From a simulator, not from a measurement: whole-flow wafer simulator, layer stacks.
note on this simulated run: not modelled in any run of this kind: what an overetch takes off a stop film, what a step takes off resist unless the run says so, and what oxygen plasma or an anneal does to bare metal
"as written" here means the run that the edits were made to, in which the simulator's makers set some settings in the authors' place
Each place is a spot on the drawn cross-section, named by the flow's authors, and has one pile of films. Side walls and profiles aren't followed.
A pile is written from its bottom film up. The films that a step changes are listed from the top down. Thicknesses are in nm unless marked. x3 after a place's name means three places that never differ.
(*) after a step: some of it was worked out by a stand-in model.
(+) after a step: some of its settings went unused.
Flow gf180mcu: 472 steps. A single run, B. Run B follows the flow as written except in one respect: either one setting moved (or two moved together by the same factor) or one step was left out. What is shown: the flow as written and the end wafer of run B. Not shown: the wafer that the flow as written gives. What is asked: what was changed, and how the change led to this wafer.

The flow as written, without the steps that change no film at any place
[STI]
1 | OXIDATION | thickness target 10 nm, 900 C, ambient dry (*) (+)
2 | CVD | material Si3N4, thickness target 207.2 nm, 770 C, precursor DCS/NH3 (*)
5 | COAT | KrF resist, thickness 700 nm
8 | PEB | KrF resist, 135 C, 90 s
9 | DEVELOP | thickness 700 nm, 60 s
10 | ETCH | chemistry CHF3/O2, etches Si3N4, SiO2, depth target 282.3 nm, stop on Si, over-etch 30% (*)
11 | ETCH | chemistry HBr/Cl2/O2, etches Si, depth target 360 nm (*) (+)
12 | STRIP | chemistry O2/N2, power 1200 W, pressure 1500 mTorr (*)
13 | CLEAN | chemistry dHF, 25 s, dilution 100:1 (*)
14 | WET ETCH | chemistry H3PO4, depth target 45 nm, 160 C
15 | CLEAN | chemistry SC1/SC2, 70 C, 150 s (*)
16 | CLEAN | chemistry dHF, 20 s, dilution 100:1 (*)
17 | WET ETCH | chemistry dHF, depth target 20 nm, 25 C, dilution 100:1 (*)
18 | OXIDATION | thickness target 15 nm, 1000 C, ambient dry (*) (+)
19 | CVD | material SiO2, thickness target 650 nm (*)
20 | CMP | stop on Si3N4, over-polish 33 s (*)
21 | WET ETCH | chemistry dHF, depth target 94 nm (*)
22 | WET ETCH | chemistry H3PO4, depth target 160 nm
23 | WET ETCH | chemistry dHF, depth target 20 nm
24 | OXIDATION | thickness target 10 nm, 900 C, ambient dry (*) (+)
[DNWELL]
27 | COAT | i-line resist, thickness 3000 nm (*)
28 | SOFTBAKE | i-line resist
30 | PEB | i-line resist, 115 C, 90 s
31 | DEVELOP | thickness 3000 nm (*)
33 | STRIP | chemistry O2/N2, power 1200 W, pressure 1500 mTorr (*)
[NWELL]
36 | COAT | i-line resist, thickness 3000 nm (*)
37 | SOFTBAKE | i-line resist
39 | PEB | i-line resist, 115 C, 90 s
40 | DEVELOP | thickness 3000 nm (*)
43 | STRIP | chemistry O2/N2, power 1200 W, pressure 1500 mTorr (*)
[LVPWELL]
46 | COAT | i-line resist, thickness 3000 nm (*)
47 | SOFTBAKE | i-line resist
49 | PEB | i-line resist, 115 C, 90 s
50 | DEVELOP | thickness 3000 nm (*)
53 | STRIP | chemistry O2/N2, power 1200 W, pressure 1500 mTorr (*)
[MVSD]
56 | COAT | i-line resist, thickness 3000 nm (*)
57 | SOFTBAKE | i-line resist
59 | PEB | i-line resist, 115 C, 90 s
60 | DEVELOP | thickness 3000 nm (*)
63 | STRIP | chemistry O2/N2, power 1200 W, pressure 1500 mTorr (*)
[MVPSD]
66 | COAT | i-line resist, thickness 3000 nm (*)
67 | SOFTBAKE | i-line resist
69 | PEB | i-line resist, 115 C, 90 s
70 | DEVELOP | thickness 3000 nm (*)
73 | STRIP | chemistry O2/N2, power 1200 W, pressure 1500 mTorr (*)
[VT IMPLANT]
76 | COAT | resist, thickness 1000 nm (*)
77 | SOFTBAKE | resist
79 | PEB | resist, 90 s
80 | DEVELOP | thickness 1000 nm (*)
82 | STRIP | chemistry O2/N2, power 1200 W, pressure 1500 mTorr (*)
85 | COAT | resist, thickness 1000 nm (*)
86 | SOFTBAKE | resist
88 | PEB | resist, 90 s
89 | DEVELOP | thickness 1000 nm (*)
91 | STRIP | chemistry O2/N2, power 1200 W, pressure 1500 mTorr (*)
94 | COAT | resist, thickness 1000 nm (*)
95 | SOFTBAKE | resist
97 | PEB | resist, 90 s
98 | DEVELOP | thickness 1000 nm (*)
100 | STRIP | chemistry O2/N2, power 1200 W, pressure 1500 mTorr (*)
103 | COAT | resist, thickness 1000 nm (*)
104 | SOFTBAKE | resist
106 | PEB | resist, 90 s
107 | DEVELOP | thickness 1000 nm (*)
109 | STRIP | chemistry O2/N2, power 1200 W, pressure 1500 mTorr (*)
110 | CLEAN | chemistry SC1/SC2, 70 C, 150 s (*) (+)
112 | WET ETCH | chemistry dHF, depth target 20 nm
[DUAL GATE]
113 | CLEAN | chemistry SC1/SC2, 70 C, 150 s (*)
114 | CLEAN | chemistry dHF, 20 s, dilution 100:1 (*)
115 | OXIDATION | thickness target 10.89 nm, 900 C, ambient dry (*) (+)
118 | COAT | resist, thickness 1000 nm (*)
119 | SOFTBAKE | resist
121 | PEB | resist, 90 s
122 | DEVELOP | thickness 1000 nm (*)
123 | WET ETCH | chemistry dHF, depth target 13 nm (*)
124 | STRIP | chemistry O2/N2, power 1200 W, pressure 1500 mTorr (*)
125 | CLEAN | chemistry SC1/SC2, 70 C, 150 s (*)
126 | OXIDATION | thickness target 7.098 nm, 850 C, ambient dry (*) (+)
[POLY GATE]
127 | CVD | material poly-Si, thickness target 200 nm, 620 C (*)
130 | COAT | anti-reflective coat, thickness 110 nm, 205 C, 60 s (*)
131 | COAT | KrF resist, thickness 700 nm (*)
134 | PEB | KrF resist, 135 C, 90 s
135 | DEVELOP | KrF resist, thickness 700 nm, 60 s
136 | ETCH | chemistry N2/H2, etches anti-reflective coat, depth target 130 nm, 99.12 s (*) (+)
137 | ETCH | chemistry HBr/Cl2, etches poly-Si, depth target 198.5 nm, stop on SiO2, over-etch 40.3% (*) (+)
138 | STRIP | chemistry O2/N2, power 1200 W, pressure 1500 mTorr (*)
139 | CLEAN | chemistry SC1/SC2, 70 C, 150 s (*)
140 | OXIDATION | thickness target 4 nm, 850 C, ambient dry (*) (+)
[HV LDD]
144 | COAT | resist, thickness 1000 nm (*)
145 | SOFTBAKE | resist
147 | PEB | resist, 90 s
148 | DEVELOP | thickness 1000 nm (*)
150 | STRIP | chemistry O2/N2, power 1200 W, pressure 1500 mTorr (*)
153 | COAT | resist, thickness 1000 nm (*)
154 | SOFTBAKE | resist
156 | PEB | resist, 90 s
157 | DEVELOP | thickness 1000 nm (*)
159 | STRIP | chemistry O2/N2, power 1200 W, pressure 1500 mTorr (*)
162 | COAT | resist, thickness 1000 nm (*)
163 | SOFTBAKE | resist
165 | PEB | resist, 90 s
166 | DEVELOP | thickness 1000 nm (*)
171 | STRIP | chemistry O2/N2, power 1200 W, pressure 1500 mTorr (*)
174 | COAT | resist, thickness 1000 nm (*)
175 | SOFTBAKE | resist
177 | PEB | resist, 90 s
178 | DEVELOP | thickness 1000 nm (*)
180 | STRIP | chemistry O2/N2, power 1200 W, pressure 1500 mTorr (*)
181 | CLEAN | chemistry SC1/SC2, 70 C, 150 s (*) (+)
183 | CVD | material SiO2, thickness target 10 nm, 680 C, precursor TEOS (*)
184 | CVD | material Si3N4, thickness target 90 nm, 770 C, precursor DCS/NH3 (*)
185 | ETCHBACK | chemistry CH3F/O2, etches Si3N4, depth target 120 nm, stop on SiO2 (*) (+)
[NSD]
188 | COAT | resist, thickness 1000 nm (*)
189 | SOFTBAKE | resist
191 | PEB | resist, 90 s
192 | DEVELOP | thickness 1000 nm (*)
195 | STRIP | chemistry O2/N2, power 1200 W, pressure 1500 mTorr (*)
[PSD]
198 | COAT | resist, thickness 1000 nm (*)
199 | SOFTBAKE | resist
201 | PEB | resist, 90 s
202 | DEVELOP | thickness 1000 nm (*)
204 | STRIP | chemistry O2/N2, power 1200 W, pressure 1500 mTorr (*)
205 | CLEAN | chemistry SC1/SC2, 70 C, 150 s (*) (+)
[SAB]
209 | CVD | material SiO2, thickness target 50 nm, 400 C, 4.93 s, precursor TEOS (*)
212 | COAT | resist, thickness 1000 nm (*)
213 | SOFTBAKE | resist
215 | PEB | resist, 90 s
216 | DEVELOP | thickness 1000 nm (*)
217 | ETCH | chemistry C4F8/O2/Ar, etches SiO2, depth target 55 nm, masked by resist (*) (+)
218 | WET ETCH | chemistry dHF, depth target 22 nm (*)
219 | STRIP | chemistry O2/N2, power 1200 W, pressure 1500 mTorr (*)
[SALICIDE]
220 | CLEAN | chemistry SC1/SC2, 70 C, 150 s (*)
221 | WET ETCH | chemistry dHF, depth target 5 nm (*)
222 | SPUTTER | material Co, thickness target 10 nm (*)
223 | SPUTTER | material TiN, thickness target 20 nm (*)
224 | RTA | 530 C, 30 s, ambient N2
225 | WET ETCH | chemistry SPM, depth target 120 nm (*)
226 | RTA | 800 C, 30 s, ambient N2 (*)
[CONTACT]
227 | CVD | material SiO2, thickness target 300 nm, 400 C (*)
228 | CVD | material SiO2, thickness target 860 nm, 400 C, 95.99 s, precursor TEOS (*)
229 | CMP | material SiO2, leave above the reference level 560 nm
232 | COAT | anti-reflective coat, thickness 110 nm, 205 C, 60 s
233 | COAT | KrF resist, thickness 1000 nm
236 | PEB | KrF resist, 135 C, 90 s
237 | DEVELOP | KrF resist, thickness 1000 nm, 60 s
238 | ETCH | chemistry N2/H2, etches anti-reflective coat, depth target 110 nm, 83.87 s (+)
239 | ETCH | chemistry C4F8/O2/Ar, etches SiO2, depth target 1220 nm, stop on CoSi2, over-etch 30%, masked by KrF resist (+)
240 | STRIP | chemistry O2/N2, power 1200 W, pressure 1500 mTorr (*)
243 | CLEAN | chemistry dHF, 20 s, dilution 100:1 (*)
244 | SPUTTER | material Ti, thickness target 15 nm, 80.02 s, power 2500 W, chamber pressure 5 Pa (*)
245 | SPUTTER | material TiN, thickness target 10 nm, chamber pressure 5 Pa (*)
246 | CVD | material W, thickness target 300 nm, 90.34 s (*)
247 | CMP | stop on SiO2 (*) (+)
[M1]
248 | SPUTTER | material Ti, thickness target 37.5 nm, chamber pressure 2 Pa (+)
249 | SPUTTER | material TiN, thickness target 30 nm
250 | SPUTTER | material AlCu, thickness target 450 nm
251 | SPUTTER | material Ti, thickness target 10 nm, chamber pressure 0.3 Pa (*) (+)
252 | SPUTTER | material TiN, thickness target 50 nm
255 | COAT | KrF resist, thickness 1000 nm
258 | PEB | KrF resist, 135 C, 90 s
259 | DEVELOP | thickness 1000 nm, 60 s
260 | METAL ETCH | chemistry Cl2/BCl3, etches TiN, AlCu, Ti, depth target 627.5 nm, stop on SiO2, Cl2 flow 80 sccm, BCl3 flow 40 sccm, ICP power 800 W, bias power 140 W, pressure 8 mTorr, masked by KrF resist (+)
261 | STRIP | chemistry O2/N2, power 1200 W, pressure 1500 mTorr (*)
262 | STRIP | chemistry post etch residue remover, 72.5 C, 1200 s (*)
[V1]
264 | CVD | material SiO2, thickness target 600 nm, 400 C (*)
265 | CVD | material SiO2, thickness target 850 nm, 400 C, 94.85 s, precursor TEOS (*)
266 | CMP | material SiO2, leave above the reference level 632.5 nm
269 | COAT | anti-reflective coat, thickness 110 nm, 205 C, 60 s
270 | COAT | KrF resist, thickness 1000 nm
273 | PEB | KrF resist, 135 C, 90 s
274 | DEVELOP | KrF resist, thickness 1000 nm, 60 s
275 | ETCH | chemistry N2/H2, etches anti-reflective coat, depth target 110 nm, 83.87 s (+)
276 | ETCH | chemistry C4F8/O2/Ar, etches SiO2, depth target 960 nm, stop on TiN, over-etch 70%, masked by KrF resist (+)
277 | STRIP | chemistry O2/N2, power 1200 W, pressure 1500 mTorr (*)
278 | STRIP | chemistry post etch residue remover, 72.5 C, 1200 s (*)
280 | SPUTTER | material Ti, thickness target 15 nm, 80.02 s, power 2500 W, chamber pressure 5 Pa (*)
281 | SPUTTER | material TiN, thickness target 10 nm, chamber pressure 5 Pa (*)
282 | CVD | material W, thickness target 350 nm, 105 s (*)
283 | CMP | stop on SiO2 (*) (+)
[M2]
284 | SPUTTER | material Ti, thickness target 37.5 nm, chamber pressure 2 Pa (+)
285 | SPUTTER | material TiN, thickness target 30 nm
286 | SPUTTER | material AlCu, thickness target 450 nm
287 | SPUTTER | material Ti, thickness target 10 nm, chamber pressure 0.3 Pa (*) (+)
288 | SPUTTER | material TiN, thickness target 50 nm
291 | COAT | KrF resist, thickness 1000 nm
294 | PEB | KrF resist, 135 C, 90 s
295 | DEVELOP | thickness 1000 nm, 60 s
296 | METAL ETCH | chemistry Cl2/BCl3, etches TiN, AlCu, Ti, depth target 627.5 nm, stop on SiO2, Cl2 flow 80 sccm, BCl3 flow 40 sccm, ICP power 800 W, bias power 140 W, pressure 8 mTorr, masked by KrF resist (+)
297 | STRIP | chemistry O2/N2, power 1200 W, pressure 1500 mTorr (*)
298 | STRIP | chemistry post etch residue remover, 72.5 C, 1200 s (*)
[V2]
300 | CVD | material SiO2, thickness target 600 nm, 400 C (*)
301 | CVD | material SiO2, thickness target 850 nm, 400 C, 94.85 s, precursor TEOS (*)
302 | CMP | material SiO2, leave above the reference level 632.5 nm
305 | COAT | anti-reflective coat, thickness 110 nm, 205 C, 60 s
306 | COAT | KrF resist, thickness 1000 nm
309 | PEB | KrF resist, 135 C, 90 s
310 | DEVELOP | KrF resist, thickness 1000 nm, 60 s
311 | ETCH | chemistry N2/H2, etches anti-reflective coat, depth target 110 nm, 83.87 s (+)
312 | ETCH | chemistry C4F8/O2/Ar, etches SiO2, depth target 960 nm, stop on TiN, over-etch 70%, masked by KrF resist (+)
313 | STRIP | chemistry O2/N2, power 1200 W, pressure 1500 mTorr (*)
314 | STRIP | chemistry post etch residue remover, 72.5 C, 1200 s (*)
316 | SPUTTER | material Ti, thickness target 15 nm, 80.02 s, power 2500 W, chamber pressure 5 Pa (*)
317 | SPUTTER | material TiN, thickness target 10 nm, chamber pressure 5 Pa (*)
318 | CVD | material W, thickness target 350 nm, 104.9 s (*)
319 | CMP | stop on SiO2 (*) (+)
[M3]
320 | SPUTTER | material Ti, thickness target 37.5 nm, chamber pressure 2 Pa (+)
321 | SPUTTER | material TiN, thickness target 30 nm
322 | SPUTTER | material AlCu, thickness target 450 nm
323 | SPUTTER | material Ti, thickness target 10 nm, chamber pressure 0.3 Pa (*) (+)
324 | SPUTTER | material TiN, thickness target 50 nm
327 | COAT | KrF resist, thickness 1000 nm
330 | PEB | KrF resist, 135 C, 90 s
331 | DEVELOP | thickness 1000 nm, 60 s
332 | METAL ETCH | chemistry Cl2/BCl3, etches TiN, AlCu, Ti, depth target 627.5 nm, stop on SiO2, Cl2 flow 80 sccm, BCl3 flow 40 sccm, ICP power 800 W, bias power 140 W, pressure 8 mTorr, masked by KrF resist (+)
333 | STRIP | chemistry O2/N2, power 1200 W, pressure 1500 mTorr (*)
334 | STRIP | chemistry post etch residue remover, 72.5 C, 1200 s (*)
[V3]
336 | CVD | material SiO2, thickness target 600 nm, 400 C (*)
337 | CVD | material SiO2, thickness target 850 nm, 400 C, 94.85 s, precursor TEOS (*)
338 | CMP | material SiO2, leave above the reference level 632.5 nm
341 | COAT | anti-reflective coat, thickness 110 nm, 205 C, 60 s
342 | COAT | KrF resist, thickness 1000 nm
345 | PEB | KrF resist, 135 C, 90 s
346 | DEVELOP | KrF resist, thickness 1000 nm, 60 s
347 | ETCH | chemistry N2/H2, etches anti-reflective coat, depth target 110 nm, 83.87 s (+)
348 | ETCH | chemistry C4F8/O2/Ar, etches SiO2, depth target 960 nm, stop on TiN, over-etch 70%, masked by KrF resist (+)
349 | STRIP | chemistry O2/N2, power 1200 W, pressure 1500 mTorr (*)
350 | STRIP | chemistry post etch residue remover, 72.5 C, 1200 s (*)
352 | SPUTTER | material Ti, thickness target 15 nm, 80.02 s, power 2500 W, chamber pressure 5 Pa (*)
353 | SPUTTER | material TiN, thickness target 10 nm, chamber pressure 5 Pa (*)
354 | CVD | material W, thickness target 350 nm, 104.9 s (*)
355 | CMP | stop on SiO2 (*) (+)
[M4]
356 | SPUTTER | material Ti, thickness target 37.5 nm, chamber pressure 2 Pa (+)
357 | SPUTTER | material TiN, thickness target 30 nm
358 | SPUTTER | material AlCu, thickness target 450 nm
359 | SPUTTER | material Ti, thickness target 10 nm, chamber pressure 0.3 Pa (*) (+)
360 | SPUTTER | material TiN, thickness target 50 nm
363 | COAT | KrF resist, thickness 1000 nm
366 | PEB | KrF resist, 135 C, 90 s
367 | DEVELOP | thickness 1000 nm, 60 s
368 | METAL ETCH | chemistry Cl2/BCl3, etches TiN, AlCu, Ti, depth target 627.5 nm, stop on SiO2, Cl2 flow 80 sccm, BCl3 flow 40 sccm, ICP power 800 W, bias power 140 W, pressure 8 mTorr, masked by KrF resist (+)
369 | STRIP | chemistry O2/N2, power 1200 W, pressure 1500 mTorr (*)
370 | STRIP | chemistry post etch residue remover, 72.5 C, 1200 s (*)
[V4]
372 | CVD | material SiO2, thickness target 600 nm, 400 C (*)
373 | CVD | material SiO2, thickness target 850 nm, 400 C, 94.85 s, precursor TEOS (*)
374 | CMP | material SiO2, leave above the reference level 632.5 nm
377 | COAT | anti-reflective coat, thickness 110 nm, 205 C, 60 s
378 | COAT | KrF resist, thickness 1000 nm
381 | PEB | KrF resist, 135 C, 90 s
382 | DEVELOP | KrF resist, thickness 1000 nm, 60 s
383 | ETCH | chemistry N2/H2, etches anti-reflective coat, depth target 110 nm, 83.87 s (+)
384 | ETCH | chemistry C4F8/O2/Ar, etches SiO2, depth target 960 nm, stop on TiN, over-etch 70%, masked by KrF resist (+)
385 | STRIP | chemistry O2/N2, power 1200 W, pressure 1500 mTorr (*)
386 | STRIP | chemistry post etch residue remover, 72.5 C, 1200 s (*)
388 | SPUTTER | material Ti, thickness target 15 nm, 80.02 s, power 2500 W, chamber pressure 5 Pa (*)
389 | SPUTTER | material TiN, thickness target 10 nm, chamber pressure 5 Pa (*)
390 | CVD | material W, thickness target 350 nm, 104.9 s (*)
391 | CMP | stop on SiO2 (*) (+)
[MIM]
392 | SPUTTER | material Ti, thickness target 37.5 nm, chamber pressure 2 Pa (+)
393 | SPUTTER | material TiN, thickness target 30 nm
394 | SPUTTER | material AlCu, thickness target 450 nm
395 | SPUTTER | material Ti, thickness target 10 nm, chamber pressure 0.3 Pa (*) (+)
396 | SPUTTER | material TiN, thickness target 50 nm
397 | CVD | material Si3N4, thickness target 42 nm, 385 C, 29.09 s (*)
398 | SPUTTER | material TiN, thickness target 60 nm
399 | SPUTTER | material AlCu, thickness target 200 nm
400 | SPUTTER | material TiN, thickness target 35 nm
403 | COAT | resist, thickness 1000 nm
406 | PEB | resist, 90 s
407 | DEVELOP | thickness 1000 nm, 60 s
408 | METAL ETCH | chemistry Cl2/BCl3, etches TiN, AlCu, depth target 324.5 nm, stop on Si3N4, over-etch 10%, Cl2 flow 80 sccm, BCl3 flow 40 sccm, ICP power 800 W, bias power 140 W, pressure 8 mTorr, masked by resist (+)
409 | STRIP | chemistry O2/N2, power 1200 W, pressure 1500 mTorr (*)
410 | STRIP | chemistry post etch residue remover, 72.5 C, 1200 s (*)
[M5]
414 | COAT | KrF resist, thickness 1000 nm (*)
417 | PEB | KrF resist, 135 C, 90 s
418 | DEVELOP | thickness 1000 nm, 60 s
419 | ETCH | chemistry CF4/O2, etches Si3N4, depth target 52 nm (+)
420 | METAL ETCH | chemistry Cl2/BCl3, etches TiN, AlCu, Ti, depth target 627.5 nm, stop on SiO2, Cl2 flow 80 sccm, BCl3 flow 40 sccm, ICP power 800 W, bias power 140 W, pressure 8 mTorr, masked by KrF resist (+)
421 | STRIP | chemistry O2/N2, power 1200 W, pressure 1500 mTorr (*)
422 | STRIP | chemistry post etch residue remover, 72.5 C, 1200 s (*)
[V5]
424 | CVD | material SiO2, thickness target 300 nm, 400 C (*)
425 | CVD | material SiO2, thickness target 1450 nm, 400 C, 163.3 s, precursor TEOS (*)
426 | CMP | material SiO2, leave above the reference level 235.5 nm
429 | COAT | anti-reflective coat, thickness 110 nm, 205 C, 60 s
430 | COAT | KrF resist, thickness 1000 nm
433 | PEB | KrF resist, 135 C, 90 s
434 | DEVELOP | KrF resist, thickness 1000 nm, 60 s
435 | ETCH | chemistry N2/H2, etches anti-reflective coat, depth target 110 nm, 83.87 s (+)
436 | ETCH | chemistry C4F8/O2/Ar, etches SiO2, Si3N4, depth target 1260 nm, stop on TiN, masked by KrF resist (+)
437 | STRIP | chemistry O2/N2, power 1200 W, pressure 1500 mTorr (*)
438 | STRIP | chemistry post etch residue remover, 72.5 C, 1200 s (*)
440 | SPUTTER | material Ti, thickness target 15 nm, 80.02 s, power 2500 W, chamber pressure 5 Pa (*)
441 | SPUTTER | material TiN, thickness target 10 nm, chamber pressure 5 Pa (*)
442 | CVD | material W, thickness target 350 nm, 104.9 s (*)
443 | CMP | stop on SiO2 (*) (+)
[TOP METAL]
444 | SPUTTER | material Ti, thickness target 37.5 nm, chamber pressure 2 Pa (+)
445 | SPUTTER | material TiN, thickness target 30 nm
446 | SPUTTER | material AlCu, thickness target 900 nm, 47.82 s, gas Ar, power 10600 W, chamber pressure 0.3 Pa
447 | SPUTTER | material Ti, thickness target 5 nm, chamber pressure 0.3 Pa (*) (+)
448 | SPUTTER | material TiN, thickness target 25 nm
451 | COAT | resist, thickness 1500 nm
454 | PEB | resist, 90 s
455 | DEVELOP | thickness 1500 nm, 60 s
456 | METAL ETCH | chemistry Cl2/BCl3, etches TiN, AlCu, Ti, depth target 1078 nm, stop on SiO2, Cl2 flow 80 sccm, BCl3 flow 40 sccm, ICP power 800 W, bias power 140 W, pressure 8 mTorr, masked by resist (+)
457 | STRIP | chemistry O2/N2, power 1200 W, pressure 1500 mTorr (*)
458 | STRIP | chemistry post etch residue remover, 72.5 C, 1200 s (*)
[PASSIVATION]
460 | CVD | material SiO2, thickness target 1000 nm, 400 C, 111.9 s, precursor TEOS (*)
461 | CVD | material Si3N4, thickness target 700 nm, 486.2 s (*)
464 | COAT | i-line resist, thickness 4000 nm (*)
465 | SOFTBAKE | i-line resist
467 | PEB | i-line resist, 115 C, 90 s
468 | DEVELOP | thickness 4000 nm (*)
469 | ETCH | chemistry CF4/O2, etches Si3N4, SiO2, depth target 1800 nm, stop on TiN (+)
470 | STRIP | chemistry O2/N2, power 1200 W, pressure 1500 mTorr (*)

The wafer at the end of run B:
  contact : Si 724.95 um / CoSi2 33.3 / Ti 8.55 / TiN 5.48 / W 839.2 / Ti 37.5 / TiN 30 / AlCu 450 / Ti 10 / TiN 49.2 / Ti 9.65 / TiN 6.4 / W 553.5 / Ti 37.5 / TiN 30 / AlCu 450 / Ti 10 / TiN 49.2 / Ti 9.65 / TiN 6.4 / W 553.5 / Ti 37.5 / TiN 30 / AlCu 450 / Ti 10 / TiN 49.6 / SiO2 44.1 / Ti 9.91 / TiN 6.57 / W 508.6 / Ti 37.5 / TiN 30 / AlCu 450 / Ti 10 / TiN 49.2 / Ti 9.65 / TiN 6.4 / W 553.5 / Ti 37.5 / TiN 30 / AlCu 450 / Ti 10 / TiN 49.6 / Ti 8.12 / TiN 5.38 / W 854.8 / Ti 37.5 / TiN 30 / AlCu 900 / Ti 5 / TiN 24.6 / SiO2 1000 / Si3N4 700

What caused this: step 348, ETCH: depth target 528 nm was run, though the flow has depth target 960 nm.

Step by step, how the change led to this:
  348 | ETCH | chemistry C4F8/O2/Ar, etches SiO2, depth target 960 nm, stop on TiN, over-etch 70%, masked by KrF resist (+)
      contact: -528 SiO2 (as written it would have been: -572.1 SiO2 (all of it))
      field, field__w1, field__w2 and 107 more: -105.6 KrF resist (as written it would have been: -192 KrF resist)
  349 | STRIP | chemistry O2/N2, power 1200 W, pressure 1500 mTorr (*)
      field, field__w1, field__w2 and 107 more: -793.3 KrF resist (all of it), -110 anti-reflective coat (all of it) (as written it would have been: -706.9 KrF resist (all of it), -110 anti-reflective coat (all of it))
  354 | CVD | material W, thickness target 350 nm, 104.9 s (*)
      contact: +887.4 W (new film) (as written it would have been: +932.3 W (new film))
With metal films that touch counted as one body, contact has 2 bodies (between them, from the top down: SiO2 44.1); the flow as written gives 1 body.
